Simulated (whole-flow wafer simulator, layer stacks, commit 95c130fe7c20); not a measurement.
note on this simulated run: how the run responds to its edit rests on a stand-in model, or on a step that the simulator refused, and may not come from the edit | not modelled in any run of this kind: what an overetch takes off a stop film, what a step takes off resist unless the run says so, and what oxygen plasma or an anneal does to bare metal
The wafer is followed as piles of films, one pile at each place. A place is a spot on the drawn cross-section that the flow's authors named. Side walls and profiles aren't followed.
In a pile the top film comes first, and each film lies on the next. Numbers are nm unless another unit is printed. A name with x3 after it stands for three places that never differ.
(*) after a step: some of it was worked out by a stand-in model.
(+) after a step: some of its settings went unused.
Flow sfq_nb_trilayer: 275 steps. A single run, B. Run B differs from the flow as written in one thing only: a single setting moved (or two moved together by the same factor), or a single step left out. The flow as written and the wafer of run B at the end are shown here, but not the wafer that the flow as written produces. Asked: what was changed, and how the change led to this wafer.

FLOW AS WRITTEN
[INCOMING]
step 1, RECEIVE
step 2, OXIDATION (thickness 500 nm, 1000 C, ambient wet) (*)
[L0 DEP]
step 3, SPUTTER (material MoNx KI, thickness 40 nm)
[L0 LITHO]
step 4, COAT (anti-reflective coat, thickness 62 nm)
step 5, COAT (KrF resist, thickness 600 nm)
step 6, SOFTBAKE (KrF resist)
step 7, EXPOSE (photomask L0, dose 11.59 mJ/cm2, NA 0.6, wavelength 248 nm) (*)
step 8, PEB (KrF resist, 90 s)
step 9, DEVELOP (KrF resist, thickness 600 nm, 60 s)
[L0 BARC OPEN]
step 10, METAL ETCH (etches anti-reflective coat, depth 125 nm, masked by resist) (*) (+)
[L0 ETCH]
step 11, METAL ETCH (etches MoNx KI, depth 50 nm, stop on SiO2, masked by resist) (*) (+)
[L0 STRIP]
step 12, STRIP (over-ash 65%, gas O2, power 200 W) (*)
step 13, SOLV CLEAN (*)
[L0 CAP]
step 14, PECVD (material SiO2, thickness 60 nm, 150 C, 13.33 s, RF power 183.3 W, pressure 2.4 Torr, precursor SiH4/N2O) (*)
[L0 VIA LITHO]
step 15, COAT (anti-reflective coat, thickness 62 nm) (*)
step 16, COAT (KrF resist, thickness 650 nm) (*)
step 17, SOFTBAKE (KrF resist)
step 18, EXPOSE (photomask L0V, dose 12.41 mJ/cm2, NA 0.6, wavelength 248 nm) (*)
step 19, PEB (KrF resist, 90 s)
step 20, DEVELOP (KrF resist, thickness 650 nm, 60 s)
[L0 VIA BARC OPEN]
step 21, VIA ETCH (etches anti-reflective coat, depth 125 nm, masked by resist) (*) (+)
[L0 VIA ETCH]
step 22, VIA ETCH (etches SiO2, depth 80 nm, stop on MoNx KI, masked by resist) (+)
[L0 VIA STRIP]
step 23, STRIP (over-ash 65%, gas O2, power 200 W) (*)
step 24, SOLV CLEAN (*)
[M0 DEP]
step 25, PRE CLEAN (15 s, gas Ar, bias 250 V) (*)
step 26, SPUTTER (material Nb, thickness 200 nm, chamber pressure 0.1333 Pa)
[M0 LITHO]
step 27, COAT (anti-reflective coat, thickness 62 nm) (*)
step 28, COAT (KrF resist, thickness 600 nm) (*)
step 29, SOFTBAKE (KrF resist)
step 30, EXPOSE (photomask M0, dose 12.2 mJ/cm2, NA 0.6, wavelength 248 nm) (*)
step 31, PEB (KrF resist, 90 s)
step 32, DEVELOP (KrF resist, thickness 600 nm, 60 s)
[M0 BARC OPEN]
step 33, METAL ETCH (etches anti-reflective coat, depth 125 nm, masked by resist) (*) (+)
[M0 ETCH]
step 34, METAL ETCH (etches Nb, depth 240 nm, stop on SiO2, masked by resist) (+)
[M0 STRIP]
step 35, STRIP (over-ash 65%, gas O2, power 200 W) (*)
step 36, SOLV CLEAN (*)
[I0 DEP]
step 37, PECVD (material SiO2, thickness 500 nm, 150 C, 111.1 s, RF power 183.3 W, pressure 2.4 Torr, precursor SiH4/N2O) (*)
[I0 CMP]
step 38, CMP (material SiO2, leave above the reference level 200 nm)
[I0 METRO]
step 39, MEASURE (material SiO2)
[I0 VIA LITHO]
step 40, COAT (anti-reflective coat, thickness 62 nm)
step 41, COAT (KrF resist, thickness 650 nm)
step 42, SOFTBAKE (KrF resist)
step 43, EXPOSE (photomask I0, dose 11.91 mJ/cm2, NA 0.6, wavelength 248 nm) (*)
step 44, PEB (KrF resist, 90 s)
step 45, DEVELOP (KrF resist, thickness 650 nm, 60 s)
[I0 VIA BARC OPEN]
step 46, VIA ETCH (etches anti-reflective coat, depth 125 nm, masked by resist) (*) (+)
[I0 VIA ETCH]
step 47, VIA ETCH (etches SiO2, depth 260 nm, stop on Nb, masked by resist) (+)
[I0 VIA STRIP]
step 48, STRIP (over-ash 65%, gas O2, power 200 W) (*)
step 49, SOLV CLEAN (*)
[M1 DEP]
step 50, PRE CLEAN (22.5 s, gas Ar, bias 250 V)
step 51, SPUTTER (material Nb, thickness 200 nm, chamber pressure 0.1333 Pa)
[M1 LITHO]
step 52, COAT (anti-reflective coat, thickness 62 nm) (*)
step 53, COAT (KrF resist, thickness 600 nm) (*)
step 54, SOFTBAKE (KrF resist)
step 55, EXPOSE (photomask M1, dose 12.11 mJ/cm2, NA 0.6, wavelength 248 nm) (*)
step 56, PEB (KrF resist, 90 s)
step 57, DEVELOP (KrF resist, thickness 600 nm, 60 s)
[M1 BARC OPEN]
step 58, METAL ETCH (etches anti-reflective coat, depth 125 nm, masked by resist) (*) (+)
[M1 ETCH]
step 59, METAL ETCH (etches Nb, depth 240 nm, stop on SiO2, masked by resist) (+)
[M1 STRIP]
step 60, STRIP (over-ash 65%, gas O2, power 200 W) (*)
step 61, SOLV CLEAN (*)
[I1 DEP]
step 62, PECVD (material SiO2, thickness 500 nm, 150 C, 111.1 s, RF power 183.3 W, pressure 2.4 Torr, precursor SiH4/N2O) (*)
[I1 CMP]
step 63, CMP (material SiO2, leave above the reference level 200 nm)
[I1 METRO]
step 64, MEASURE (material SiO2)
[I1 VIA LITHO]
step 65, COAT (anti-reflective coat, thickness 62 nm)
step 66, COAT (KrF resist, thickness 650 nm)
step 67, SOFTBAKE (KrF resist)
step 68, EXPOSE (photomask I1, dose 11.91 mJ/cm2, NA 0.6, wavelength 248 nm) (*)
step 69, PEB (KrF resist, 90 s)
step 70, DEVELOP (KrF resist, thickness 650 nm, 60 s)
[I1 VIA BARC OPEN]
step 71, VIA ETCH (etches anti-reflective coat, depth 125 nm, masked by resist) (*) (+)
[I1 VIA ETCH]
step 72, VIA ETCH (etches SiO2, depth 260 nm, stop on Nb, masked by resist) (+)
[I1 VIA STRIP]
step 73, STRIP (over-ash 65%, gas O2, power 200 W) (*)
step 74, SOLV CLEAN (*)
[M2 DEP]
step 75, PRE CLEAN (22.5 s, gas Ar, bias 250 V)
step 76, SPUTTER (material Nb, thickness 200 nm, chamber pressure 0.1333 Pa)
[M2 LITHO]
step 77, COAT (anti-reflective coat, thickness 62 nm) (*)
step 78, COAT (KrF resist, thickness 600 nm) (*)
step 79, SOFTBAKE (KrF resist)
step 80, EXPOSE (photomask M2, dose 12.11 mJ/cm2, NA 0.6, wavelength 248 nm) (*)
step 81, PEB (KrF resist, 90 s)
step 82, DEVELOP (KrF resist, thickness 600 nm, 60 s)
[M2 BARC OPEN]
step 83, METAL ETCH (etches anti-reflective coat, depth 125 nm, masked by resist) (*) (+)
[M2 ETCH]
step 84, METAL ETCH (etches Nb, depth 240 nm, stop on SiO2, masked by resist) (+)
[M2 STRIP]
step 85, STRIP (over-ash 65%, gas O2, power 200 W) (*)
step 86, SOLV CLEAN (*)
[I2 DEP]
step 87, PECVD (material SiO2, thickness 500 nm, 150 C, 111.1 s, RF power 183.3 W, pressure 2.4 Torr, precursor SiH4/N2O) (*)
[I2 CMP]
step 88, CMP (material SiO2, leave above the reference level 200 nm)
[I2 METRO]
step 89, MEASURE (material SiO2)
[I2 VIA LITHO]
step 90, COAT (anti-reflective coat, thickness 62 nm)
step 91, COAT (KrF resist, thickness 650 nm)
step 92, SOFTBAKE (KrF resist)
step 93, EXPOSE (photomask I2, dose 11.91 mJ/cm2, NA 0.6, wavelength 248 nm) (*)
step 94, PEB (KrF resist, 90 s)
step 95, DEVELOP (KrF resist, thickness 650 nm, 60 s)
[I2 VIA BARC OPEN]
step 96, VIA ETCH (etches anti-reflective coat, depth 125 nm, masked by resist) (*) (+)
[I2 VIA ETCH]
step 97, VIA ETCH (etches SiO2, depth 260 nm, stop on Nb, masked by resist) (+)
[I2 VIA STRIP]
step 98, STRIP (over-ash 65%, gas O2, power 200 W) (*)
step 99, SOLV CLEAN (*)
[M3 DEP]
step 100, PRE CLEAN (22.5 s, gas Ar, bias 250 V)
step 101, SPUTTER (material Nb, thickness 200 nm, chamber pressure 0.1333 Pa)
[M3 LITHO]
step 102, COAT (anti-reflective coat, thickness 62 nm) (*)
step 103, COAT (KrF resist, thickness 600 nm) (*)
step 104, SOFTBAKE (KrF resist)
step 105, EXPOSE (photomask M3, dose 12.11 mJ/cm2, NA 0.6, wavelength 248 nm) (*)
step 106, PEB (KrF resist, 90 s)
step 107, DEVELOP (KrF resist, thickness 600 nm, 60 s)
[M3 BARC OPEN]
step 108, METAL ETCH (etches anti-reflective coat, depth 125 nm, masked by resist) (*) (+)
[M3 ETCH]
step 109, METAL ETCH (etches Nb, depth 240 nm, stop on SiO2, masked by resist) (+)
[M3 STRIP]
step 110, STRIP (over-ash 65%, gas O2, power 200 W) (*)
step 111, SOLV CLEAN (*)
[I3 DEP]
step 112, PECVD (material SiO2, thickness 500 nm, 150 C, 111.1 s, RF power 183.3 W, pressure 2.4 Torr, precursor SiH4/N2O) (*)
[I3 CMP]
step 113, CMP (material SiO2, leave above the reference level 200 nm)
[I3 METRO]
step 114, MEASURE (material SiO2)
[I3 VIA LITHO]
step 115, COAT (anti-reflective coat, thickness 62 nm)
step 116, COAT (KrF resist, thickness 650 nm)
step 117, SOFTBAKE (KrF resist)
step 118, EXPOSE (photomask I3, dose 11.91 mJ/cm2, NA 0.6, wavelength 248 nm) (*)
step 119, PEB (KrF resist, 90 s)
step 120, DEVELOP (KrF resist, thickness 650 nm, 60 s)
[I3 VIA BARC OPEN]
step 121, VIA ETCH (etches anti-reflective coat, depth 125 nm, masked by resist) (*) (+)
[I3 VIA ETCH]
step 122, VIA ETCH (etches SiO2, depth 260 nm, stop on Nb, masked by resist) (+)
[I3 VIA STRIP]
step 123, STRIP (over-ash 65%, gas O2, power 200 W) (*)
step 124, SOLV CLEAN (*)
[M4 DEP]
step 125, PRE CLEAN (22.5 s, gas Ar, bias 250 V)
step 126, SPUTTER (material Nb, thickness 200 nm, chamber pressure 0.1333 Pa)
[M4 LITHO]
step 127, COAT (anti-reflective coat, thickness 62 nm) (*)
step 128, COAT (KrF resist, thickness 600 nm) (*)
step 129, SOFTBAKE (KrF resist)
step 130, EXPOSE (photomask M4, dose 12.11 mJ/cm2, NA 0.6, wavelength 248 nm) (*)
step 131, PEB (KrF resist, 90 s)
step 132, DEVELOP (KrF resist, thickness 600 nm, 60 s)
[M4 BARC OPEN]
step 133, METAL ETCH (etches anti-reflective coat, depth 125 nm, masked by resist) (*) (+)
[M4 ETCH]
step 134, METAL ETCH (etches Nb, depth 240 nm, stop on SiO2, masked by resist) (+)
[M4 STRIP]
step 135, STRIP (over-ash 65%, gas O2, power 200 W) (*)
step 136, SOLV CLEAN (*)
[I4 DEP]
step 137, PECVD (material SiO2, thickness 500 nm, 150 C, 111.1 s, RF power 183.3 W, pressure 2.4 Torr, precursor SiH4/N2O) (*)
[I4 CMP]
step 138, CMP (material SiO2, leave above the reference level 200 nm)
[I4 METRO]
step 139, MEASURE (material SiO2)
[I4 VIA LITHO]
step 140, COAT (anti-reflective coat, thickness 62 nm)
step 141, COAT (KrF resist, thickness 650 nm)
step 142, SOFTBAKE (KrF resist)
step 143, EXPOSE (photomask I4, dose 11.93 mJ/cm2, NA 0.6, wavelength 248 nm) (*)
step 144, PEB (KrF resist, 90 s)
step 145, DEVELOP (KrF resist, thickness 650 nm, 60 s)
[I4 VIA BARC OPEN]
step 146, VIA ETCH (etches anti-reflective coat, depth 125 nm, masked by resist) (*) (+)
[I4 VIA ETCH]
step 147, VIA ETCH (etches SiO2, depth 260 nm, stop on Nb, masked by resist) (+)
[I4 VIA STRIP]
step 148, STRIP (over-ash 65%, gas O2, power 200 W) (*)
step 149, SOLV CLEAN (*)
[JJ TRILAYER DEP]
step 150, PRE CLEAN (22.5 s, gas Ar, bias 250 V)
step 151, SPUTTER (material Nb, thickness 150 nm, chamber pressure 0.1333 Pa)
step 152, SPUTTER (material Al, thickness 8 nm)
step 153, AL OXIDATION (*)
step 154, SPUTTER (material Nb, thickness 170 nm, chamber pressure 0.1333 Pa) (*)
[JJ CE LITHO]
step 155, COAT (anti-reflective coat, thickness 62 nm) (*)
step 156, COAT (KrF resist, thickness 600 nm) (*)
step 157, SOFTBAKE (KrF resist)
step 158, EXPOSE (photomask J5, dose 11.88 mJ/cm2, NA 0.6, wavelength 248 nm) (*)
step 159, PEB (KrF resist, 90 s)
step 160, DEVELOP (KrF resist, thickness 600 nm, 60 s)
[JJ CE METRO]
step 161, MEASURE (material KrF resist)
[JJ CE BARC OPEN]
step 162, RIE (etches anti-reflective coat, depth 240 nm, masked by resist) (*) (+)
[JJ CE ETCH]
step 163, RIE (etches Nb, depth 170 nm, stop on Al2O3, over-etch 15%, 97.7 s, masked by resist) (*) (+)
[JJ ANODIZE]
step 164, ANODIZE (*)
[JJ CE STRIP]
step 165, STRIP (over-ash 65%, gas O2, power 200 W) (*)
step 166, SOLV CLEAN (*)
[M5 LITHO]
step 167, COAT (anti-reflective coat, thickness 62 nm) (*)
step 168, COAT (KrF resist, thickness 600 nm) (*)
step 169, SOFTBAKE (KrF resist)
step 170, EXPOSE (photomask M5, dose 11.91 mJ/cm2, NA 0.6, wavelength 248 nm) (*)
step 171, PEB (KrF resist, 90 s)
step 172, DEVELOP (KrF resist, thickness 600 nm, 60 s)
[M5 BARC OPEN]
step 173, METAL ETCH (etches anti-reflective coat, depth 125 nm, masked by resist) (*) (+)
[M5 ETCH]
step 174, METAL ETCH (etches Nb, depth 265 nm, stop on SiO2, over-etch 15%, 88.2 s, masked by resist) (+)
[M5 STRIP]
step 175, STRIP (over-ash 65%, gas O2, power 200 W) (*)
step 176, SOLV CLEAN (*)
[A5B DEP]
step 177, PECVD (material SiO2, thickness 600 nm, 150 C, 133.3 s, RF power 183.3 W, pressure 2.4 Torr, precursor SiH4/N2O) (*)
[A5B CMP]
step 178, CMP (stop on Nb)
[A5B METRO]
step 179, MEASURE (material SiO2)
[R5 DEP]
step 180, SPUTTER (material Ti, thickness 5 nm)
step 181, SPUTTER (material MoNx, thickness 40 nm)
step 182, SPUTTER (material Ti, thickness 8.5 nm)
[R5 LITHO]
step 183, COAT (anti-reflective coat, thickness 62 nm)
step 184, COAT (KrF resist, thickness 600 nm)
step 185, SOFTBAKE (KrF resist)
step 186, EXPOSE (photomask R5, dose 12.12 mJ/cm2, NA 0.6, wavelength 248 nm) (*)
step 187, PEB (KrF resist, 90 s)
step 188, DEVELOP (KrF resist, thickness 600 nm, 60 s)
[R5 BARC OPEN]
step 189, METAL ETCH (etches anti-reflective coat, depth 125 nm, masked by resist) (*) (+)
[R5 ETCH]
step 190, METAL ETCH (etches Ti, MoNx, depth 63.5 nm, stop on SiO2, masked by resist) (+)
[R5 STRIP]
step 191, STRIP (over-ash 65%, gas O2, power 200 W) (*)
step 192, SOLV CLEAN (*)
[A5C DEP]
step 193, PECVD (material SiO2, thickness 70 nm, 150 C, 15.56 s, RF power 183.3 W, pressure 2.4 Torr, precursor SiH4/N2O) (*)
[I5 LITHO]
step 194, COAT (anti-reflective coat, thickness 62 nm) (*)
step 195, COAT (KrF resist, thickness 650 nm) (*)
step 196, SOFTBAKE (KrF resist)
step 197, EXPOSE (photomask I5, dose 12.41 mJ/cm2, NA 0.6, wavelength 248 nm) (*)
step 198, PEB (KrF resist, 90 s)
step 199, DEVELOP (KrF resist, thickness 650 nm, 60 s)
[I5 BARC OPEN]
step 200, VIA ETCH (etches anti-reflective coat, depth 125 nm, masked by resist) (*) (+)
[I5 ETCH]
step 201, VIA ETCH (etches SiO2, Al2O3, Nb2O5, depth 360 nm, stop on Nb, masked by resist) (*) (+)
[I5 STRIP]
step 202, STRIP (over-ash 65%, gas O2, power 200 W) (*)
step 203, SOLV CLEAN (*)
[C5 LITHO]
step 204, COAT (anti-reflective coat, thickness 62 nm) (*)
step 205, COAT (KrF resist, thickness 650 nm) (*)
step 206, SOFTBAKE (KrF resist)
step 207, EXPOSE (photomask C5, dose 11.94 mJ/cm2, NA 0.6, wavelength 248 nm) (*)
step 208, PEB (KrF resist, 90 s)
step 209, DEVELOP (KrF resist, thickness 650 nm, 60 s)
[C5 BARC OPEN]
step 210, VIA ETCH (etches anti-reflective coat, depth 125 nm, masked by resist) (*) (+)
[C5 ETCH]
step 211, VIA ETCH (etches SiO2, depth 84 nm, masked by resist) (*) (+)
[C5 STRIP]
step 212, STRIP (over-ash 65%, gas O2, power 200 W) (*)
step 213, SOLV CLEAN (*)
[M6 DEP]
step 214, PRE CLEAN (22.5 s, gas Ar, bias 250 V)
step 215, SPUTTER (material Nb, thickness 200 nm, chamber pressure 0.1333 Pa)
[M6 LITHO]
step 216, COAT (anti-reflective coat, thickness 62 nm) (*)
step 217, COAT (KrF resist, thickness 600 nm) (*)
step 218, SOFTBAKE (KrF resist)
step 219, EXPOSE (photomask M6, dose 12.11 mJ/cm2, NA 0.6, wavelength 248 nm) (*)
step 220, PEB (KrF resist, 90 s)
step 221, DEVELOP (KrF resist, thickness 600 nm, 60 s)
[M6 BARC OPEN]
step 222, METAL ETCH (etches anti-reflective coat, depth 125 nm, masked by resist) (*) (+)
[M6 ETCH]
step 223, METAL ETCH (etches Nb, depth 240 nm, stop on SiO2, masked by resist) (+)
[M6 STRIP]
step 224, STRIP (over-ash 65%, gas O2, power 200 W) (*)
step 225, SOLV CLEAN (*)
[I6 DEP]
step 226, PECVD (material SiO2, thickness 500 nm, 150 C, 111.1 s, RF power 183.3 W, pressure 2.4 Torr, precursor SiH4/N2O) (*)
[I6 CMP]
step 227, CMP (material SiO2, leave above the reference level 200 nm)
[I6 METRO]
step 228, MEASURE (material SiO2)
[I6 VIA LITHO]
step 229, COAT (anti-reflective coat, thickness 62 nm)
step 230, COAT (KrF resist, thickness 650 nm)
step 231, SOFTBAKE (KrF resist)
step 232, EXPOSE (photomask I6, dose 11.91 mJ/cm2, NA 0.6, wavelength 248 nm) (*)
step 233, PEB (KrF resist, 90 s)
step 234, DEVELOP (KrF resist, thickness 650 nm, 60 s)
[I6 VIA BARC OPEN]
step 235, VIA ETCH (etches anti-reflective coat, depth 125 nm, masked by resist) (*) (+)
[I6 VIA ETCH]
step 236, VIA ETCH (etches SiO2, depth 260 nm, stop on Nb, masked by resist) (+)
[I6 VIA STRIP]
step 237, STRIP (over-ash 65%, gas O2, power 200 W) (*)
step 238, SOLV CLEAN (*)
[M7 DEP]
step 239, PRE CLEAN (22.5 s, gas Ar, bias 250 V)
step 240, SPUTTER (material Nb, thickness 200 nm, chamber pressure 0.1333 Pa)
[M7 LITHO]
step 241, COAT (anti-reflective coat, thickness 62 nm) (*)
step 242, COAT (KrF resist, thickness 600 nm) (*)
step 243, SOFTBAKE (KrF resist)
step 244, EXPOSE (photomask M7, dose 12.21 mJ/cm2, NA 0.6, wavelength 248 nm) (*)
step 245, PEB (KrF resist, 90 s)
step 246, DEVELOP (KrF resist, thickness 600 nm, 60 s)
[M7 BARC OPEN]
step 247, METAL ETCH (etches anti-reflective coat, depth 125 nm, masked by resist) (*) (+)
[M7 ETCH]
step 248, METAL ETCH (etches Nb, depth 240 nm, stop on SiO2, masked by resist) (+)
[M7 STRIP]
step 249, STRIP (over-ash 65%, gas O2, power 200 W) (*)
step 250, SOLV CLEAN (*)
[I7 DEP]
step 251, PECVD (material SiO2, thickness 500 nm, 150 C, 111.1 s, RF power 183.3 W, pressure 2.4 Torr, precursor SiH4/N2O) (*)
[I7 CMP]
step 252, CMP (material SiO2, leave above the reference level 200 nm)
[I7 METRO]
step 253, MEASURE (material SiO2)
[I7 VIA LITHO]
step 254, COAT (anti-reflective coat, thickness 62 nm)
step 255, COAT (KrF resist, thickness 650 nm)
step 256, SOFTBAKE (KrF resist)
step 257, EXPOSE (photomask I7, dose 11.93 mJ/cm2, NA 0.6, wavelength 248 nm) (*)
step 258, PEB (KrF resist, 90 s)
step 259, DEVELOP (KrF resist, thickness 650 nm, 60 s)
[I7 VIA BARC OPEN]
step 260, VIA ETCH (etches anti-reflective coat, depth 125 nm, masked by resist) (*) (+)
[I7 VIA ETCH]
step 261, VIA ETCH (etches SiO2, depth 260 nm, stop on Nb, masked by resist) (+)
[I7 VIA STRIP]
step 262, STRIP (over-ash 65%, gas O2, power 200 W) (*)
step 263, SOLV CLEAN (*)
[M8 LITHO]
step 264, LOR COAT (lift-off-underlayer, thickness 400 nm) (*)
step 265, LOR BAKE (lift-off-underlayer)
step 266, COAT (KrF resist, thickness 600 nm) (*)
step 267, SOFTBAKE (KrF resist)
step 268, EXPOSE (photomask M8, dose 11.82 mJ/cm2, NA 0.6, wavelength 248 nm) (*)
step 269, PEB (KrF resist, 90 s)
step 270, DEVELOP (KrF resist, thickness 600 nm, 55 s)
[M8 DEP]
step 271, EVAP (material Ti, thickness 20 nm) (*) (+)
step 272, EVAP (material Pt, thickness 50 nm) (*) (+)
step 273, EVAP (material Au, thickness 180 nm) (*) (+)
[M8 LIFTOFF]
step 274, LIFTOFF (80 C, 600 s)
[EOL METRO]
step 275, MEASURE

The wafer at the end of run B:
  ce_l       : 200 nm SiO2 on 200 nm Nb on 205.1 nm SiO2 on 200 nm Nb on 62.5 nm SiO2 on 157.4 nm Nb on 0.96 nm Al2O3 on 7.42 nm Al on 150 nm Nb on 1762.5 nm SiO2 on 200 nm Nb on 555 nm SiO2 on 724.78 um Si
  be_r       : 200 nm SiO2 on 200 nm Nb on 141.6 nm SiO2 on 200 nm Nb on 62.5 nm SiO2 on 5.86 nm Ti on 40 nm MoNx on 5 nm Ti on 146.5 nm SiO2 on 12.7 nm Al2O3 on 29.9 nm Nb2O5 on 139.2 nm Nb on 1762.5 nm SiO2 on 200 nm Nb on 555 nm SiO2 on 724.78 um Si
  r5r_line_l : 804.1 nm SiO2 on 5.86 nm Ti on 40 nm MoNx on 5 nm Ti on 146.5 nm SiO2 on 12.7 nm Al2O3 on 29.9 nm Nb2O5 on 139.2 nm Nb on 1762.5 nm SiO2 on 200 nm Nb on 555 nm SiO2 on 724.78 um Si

What caused this: step 182, SPUTTER: thickness 5.86 nm was run, though the flow has thickness 8.5 nm.
One can read it off the wafer: be_r has Ti 5.86, and step 182 as written asks for 8.5 nm.

How this came from the change, step by step:
  step 182, SPUTTER (material Ti, thickness 8.5 nm)
      field_l, v_sur, via_wl and 103 more: Ti gains 5.86 (new film) (as written it would have been: Ti gains 8.5 (new film))
  step 190, METAL ETCH (etches Ti, MoNx, depth 63.5 nm, stop on SiO2, masked by resist) (+)
      field_l, v_sur, via_wl and 92 more: Ti loses 5.86 (all of it), MoNx loses 40 (all of it), Ti loses 5 (all of it) (as written it would have been: Ti loses 8.5 (all of it), MoNx loses 40 (all of it), Ti loses 5 (all of it))
      ce_l, c5j, ce_r, wl_jj: Ti loses 5.86 (all of it), MoNx loses 40 (all of it), Ti loses 5 (all of it), Nb loses 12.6 (as written it would have been: Ti loses 8.5 (all of it), MoNx loses 40 (all of it), Ti loses 5 (all of it), Nb loses 10)
